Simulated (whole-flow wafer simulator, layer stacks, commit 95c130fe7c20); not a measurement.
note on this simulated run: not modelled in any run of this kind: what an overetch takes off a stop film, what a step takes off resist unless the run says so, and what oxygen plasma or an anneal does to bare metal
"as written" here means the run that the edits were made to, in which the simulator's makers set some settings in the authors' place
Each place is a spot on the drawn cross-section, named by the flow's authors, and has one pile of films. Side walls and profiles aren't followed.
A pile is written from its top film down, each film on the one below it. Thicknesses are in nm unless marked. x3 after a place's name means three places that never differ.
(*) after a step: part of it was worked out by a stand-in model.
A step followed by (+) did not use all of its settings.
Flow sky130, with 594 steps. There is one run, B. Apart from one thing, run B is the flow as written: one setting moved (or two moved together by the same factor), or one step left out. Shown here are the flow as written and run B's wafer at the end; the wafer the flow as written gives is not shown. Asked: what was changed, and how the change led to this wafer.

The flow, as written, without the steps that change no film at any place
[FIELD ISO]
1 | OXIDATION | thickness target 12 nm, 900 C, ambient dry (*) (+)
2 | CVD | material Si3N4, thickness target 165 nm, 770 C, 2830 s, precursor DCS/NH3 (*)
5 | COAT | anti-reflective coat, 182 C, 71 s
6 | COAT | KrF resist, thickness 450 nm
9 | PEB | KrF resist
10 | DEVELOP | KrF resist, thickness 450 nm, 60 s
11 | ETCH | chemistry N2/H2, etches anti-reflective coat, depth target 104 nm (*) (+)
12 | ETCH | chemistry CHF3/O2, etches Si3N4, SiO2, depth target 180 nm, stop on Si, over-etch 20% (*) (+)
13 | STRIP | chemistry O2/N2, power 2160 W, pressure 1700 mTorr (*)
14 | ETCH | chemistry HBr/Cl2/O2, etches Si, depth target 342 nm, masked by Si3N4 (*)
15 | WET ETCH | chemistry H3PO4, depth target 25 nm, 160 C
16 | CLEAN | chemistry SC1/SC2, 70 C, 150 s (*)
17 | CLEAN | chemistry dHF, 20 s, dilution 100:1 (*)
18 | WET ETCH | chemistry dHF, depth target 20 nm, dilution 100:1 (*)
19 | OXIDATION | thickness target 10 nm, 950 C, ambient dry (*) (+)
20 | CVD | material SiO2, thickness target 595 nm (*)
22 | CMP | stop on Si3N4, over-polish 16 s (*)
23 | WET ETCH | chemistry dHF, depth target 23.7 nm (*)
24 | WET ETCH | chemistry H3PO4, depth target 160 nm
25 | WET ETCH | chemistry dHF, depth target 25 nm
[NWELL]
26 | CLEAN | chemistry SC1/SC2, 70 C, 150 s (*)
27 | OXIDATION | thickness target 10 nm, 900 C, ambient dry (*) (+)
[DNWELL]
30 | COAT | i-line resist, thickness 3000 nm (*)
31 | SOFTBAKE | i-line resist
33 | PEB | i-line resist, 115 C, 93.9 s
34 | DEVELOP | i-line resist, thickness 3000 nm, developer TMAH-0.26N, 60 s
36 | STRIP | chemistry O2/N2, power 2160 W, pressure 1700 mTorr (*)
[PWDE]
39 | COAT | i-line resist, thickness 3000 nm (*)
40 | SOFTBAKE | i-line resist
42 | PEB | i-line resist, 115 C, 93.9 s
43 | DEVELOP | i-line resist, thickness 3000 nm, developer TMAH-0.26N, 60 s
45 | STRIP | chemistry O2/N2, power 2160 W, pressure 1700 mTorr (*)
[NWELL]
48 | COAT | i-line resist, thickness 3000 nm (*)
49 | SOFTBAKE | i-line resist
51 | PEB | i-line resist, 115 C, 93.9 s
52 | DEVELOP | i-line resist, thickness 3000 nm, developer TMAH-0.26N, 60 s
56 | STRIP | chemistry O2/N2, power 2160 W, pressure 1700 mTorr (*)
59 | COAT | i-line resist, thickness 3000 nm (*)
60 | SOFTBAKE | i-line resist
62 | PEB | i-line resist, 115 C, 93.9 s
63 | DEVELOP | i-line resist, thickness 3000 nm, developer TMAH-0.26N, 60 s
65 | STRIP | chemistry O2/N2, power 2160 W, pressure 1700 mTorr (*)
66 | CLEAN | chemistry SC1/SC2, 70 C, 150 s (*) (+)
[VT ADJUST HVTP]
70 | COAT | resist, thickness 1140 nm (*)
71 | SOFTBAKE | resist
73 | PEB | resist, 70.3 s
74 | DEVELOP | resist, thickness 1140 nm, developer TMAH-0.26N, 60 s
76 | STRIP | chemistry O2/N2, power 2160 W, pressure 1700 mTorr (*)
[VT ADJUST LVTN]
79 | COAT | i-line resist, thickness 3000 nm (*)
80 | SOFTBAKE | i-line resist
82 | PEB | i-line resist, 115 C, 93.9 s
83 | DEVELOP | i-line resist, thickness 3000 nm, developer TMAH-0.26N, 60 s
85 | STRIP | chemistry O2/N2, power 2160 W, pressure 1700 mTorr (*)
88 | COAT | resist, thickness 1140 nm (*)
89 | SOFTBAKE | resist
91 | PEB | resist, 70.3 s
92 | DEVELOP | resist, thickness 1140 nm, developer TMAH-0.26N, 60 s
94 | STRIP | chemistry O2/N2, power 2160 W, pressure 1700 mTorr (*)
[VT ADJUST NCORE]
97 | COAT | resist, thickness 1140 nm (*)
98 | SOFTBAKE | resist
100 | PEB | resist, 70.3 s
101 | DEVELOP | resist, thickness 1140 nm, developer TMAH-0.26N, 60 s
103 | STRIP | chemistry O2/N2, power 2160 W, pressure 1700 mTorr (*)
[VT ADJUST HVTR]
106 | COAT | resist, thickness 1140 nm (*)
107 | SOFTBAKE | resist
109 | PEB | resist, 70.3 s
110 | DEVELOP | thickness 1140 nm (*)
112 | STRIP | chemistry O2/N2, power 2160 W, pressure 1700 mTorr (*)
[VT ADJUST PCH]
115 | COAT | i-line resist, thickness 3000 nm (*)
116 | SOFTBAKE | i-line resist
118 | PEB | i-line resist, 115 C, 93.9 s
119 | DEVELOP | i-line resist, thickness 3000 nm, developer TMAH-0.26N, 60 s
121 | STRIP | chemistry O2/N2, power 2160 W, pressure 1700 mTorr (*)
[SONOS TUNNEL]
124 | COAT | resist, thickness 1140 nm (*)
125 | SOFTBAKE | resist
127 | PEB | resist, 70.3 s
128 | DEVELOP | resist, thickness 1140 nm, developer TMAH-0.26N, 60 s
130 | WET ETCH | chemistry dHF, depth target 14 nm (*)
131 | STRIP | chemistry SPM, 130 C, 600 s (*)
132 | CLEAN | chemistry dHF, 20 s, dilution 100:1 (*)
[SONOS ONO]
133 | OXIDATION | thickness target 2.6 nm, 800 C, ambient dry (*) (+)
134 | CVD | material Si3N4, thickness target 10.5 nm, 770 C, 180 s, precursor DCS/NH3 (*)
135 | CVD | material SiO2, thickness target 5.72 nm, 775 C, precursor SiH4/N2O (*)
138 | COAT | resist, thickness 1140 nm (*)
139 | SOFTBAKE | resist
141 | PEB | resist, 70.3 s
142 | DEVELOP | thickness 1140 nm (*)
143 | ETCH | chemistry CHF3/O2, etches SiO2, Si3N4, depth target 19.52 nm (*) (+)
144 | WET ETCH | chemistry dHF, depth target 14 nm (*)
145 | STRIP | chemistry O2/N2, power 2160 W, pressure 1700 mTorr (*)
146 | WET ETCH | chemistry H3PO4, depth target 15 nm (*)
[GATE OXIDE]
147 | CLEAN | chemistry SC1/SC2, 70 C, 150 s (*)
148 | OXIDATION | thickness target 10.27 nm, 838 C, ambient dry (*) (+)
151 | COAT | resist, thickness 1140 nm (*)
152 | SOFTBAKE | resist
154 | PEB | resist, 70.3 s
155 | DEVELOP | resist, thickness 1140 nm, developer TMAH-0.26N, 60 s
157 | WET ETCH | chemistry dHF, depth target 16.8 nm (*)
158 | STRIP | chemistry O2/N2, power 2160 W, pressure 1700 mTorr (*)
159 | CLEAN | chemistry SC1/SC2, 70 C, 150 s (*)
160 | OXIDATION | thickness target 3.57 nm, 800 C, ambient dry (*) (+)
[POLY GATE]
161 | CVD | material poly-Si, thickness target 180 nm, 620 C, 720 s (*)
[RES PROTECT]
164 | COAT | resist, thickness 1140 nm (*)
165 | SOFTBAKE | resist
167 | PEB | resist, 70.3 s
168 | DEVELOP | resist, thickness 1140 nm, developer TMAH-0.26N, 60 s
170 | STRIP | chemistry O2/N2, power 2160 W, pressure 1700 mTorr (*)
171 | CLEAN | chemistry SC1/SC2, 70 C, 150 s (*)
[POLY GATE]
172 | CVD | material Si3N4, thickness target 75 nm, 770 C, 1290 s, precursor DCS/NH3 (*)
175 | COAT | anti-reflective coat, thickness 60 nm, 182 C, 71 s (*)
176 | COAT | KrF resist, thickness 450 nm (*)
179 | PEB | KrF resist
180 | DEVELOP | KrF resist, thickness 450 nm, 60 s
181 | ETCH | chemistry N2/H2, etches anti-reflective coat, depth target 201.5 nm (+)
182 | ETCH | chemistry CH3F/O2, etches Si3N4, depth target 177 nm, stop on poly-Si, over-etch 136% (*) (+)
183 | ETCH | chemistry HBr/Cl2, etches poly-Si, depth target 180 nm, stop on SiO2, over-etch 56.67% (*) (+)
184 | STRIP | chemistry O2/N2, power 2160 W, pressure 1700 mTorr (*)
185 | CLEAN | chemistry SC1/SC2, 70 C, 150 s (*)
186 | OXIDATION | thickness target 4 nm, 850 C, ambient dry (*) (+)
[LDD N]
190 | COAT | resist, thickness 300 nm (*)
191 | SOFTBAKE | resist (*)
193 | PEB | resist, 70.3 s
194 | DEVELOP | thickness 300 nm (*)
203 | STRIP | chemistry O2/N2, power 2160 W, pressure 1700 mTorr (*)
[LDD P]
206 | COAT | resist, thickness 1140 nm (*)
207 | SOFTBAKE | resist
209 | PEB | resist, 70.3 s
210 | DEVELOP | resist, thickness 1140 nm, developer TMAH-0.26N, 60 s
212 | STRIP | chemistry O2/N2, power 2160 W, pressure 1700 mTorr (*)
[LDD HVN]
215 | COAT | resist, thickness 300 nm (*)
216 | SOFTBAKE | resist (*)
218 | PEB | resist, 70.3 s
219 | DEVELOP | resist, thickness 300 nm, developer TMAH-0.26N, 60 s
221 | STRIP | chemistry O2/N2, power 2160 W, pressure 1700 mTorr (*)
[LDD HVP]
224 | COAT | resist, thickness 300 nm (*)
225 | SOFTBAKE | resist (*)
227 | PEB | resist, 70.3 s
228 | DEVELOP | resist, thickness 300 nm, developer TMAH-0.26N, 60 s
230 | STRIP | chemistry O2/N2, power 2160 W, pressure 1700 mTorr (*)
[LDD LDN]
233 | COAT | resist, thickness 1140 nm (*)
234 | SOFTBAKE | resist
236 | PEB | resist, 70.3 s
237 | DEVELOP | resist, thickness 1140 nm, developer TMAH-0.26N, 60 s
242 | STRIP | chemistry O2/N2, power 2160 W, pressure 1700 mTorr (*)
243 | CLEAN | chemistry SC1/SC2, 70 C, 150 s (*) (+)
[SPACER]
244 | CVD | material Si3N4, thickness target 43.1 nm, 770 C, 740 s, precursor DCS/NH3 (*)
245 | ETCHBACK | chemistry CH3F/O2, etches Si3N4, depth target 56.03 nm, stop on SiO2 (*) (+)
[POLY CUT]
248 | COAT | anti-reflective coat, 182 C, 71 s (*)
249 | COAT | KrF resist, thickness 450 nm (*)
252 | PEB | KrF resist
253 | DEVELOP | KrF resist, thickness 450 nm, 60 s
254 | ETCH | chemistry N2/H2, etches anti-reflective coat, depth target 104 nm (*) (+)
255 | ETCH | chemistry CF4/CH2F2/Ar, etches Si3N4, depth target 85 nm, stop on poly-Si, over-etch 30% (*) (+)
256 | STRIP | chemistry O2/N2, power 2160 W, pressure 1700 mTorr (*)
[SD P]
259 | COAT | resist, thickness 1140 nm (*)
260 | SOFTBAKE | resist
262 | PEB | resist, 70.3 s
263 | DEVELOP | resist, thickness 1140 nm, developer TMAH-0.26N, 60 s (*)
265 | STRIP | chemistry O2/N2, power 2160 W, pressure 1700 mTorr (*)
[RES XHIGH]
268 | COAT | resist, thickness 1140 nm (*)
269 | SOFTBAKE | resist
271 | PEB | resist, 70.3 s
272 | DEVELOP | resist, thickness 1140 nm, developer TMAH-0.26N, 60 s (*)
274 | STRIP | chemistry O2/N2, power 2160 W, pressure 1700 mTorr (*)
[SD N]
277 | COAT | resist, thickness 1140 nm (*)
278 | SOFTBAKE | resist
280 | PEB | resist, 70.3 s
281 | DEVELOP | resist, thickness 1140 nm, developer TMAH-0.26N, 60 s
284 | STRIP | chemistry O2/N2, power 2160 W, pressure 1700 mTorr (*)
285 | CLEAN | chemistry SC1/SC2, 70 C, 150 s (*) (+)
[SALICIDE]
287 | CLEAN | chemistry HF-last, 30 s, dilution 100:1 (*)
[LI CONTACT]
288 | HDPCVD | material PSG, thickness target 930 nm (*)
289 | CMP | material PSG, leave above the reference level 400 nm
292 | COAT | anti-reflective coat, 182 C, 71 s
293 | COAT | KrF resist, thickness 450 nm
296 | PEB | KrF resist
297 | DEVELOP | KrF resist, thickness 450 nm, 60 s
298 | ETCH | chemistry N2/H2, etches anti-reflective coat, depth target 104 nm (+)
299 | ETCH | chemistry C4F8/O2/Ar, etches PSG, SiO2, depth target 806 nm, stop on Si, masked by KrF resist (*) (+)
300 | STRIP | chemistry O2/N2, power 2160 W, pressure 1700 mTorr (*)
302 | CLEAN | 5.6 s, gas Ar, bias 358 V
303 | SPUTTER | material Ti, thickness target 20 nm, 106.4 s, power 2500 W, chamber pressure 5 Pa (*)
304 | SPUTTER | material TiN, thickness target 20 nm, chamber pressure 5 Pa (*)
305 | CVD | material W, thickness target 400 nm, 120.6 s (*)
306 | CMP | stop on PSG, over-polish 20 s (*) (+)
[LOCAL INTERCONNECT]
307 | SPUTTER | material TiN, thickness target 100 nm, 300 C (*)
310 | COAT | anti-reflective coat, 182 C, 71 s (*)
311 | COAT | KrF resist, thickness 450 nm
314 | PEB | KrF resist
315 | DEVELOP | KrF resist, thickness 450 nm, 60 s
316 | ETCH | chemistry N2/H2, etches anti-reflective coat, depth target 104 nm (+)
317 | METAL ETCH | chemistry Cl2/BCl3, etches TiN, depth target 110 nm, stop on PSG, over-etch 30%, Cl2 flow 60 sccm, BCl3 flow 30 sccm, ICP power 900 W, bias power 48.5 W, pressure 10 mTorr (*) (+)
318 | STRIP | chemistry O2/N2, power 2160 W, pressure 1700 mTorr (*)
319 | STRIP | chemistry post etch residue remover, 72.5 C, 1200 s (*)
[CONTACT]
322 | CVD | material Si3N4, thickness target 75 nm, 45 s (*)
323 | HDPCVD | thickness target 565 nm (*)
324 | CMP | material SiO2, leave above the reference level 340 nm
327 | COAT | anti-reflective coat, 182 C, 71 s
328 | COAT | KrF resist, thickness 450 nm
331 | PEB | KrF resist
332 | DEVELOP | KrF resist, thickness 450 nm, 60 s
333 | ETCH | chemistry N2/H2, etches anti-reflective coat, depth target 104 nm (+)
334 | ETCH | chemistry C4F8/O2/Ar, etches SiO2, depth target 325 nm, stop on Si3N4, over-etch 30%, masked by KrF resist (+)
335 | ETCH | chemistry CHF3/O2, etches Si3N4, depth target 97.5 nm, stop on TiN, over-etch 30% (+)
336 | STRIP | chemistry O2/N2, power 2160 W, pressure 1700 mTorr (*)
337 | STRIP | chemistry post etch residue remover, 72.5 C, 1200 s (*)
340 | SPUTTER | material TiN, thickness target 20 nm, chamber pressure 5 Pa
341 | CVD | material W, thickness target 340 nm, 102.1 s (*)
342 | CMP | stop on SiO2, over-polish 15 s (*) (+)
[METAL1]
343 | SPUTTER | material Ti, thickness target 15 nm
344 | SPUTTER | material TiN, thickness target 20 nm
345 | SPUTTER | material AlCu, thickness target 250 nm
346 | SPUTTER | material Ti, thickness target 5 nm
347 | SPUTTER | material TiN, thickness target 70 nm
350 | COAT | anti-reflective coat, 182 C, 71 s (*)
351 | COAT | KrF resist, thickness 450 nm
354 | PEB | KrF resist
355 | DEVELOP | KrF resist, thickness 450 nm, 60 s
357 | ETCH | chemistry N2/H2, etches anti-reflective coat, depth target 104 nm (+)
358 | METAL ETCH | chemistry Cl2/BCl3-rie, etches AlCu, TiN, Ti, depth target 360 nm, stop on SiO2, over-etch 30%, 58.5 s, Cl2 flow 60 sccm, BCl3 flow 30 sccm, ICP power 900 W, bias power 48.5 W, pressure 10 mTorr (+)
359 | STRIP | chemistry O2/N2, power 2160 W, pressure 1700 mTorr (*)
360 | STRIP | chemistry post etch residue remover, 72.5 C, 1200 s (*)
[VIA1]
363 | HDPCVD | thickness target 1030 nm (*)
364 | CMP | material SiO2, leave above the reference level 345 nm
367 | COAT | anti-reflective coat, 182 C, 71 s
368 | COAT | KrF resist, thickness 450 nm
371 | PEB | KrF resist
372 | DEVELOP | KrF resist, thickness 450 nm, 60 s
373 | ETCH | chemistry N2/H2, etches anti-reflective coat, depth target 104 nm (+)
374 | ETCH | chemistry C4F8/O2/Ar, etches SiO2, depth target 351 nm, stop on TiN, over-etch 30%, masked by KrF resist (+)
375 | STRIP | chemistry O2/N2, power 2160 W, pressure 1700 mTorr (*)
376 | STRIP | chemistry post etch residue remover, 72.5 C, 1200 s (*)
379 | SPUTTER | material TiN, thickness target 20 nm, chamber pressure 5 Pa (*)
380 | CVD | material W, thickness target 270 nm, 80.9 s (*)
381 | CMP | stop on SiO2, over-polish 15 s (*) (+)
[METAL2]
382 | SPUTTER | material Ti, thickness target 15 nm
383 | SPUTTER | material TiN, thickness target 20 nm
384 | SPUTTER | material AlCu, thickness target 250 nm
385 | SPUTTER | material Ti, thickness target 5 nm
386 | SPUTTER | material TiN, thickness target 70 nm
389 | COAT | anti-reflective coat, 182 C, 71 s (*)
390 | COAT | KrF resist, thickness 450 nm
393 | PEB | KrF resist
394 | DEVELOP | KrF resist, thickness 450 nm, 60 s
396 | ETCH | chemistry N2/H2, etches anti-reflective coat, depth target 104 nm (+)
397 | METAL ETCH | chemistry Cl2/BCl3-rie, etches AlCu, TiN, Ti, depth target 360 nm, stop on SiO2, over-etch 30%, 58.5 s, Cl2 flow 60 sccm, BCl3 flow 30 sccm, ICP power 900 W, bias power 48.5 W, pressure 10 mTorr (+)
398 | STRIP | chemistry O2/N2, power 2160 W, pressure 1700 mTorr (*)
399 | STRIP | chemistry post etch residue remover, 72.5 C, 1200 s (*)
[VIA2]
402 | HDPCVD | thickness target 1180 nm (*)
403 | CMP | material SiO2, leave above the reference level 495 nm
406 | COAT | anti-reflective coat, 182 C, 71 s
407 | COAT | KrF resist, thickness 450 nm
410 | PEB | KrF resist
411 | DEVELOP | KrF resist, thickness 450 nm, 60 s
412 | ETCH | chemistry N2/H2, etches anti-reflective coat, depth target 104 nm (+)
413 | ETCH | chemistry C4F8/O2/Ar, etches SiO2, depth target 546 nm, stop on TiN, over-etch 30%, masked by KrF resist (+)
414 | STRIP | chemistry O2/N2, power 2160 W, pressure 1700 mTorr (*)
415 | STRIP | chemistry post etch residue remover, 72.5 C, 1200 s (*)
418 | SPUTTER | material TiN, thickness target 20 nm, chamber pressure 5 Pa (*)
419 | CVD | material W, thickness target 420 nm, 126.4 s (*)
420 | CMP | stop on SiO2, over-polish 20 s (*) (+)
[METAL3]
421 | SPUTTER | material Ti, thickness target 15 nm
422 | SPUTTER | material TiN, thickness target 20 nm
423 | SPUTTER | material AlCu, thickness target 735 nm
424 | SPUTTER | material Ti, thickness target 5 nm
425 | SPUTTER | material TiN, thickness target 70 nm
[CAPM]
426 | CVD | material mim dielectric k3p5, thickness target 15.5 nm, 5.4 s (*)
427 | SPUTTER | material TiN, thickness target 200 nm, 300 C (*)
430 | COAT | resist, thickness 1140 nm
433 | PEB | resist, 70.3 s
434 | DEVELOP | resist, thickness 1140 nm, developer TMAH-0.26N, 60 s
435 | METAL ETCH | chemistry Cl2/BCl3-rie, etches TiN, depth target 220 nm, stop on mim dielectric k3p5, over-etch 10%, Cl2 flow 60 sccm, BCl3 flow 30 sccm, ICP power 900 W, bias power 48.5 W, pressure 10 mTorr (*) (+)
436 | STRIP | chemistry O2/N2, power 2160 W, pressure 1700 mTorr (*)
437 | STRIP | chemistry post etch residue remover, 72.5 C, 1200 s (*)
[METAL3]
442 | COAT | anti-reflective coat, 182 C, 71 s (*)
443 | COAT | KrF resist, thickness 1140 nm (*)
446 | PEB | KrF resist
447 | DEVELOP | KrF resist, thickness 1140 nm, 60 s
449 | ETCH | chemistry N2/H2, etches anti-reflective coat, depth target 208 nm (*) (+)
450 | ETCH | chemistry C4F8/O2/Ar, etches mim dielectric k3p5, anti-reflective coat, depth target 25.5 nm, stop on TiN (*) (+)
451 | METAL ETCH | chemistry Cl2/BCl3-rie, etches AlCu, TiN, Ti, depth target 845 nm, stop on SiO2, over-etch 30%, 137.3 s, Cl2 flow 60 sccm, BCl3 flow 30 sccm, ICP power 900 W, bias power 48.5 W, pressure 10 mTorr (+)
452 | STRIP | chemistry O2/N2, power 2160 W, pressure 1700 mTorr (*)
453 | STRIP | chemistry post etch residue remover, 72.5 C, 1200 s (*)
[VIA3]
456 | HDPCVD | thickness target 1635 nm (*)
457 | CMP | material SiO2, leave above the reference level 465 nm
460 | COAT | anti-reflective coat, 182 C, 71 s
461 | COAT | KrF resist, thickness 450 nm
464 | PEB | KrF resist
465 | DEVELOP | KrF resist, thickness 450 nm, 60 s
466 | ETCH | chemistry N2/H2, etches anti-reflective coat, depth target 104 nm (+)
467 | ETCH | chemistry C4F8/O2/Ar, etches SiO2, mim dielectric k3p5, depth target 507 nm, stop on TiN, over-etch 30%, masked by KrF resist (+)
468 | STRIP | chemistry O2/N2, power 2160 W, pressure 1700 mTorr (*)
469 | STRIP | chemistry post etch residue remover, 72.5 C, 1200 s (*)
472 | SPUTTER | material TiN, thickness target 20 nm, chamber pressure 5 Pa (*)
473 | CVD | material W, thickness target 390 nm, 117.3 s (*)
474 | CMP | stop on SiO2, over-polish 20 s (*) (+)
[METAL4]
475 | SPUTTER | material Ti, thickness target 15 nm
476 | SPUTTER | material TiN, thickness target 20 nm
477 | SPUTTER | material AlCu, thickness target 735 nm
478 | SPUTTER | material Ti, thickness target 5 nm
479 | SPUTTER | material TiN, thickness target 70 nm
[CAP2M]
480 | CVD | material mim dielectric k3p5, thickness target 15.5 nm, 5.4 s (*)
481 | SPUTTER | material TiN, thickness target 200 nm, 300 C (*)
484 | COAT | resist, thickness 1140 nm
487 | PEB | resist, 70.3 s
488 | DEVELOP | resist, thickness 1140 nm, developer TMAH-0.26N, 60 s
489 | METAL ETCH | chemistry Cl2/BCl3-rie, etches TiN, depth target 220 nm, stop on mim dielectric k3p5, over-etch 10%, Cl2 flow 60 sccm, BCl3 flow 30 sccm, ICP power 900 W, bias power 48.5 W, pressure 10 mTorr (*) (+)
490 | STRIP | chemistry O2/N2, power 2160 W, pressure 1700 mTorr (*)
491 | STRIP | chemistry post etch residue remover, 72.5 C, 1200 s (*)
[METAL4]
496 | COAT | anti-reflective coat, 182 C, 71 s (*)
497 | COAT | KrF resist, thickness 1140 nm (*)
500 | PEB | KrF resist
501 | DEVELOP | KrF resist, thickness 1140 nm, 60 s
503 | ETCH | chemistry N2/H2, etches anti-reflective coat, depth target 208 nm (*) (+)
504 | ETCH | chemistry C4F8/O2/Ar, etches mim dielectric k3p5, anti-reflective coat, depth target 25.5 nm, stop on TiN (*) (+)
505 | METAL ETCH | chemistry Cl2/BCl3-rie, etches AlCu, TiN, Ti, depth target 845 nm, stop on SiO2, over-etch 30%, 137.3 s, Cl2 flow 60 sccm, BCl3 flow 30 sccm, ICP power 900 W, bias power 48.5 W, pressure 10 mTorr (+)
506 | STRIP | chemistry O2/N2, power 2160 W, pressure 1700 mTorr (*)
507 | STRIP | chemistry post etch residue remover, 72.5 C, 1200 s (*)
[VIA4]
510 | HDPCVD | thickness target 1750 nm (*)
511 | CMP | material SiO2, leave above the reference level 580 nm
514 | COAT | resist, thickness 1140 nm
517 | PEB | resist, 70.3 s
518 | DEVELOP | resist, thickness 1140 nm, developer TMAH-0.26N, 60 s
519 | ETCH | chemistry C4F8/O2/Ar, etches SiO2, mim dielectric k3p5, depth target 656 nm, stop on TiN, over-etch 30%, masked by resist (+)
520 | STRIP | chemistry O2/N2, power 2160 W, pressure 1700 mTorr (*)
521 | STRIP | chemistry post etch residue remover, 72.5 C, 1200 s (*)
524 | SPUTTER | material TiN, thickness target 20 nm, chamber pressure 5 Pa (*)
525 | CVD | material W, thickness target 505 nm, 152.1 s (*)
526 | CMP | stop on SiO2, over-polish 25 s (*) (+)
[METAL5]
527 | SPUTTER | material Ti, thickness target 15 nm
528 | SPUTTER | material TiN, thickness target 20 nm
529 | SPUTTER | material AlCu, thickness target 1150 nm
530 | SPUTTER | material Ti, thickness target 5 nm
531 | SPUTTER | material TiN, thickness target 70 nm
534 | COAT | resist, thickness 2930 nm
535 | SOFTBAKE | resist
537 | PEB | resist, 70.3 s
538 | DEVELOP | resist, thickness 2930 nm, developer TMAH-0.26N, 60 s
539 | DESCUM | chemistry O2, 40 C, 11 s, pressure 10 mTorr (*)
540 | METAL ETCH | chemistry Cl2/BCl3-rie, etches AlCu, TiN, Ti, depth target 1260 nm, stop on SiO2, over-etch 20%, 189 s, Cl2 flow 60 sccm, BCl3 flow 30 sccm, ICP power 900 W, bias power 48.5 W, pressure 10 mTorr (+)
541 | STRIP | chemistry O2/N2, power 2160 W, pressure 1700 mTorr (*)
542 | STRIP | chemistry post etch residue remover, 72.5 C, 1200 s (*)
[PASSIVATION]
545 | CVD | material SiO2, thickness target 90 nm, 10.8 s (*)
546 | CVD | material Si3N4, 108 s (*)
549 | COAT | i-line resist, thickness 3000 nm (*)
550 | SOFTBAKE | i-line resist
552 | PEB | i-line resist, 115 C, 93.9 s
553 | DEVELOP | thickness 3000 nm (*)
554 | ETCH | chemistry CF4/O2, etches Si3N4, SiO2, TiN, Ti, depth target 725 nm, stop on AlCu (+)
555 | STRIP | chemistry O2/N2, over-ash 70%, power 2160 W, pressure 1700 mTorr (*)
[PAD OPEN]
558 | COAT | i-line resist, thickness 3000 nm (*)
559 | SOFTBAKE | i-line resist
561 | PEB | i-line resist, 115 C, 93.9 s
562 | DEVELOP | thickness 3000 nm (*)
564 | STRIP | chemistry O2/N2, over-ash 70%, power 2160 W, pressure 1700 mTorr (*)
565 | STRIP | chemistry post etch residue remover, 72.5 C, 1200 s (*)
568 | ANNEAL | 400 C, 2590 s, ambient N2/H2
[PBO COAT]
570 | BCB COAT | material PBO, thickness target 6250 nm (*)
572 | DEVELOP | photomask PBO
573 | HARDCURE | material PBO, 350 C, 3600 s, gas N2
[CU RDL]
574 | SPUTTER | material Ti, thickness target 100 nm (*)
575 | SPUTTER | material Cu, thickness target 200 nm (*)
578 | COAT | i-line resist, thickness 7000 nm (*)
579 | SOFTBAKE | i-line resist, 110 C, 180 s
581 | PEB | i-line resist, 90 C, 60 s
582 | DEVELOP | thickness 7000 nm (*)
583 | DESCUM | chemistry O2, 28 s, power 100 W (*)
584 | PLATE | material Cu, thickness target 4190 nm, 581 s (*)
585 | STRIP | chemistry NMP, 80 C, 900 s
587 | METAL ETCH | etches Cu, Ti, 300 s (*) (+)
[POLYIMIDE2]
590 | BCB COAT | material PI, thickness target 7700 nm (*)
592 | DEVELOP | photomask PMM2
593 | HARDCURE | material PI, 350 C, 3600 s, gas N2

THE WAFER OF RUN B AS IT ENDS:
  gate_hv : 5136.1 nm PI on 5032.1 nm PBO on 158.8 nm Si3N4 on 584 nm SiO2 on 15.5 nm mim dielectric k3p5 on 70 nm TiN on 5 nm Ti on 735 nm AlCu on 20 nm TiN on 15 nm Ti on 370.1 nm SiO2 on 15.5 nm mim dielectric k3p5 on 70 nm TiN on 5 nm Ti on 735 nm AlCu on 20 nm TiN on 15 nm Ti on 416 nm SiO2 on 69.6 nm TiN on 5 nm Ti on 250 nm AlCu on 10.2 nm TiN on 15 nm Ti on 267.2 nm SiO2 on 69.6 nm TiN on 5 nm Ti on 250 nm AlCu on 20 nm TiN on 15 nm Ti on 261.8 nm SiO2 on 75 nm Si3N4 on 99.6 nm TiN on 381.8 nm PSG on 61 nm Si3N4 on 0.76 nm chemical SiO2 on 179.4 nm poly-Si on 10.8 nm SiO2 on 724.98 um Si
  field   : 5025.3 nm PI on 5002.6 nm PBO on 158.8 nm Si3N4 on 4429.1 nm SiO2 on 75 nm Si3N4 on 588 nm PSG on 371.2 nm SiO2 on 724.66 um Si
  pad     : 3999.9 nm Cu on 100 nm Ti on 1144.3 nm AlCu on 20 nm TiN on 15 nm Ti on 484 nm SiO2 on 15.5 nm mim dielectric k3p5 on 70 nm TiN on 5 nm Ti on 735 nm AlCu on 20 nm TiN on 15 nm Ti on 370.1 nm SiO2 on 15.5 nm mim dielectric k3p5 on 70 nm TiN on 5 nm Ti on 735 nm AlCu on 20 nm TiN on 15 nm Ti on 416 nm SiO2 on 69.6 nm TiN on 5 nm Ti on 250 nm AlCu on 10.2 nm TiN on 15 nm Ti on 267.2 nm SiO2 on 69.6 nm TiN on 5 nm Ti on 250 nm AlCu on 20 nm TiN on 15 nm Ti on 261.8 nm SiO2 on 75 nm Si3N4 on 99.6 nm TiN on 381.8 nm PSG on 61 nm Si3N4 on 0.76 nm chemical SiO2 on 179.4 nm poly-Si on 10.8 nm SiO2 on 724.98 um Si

Cause: step 383, SPUTTER: thickness target 10.2 nm was run, whereas the flow has thickness target 20 nm.
The wafer lets one read it off: gate_hv has TiN 10.2, and step 383 as written asks for 20 nm.

The path from the change to this, step by step:
  383 | SPUTTER | material TiN, thickness target 20 nm
      field, active, n_well and 188 more: TiN gains 10.2 (new film) (it would be, as written: TiN gains 20 (new film))
  397 | METAL ETCH | chemistry Cl2/BCl3-rie, etches AlCu, TiN, Ti, depth target 360 nm, stop on SiO2, over-etch 30%, 58.5 s, Cl2 flow 60 sccm, BCl3 flow 30 sccm, ICP power 900 W, bias power 48.5 W, pressure 10 mTorr (+)
      field, active, gate and 82 more: TiN loses 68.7 (all of it), Ti loses 5 (all of it), AlCu loses 250 (all of it), TiN loses 10.2 (all of it), Ti loses 15 (all of it), SiO2 loses 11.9 (it would be, as written: TiN loses 68.7 (all of it), Ti loses 5 (all of it), AlCu loses 250 (all of it), TiN loses 20 (all of it), Ti loses 15 (all of it), SiO2 loses 10.9)
  403 | CMP | material SiO2, leave above the reference level 495 nm
      field, active, gate and 82 more: SiO2 loses 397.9 (it would be, as written: SiO2 loses 389.1)
